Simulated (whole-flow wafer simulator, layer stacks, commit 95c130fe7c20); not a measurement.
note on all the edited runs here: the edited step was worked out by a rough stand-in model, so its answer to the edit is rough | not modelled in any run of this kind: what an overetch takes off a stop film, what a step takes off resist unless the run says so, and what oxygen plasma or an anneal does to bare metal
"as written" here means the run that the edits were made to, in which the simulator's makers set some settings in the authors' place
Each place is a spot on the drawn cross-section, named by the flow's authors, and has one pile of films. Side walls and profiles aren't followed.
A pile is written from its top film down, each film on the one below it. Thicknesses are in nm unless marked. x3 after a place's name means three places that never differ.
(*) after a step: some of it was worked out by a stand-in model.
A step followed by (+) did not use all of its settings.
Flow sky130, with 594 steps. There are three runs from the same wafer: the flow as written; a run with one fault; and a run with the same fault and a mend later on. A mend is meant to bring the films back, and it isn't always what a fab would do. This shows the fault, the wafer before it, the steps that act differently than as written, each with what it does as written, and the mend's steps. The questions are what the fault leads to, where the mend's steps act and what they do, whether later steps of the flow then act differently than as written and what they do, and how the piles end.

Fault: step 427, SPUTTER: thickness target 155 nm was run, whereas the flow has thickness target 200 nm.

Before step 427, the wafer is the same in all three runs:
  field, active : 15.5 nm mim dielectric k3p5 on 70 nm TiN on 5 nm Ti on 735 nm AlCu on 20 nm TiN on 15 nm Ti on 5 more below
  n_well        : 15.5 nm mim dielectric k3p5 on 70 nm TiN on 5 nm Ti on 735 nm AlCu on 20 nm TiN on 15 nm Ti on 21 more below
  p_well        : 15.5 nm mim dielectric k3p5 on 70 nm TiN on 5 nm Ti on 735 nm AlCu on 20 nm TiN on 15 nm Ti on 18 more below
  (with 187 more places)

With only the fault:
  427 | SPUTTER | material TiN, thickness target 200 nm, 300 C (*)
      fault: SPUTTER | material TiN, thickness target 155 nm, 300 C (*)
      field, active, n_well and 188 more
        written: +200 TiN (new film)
        fault: +155 TiN (new film)
  Steps later in the flow that act otherwise than as written (3 other steps are not shown; they differ only slightly, by no more than 2% or 0.5 nm, whichever is larger):
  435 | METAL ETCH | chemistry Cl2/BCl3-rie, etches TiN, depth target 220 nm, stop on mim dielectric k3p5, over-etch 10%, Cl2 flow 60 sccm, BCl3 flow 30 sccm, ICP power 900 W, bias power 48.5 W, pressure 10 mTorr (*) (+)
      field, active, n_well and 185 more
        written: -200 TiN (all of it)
        fault: -155 TiN (all of it)
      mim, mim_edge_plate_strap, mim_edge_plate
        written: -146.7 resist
        fault: -113.7 resist
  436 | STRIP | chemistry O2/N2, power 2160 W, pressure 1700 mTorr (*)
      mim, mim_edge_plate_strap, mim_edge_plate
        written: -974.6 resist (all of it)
        fault: -1007.6 resist (all of it)
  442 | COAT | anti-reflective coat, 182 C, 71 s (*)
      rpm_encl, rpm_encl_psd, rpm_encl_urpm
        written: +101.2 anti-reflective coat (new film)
        fault: +104.2 anti-reflective coat (new film)
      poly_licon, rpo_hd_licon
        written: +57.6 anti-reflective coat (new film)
        fault: +70 anti-reflective coat (new film)
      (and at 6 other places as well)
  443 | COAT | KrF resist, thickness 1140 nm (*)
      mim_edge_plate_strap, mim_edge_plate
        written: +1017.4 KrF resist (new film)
        fault: +1062.4 KrF resist (new film)
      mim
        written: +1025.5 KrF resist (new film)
        fault: +1065.8 KrF resist (new film)
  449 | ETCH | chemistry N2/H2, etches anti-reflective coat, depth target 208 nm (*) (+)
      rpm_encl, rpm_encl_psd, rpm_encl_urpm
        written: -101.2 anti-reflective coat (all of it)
        fault: -104.2 anti-reflective coat (all of it)
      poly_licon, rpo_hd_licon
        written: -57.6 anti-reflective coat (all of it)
        fault: -70 anti-reflective coat (all of it)
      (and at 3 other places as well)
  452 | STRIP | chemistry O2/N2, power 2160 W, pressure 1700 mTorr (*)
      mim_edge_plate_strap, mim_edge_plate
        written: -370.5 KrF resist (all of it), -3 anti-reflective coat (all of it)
        fault: -415.4 KrF resist (all of it), -3 anti-reflective coat (all of it)
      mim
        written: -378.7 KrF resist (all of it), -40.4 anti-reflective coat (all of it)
        fault: -418.9 KrF resist (all of it), -31.4 anti-reflective coat (all of it)
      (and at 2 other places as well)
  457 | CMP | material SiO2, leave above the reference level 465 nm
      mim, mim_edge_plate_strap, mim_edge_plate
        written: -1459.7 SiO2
        fault: -1414.7 SiO2
  By the end, the piles at mim, mim_edge_plate_strap, mim_edge_plate depart from the flow's by more than 2% or 0.5 nm, whichever is larger.
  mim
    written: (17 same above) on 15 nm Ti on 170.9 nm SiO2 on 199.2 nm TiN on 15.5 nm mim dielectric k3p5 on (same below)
    fault: (17 same above) on 15 nm Ti on 215.9 nm SiO2 on 154.2 nm TiN on 15.5 nm mim dielectric k3p5 on (same below)
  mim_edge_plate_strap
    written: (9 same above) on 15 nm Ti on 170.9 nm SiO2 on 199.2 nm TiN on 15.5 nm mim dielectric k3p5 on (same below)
    fault: (9 same above) on 15 nm Ti on 215.9 nm SiO2 on 154.2 nm TiN on 15.5 nm mim dielectric k3p5 on (same below)
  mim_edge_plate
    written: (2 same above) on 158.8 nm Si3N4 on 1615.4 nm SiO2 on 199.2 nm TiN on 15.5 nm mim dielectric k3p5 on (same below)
    fault: (2 same above) on 158.8 nm Si3N4 on 1660.4 nm SiO2 on 154.2 nm TiN on 15.5 nm mim dielectric k3p5 on (same below)

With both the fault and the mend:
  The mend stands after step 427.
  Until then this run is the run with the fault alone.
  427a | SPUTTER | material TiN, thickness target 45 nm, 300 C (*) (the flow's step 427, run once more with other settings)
      field, active, n_well and 188 more
        +45 TiN
  Later steps of the flow that are run all act as written at every place that is followed.
  At every place that both follow, the piles at the end match the flow's.
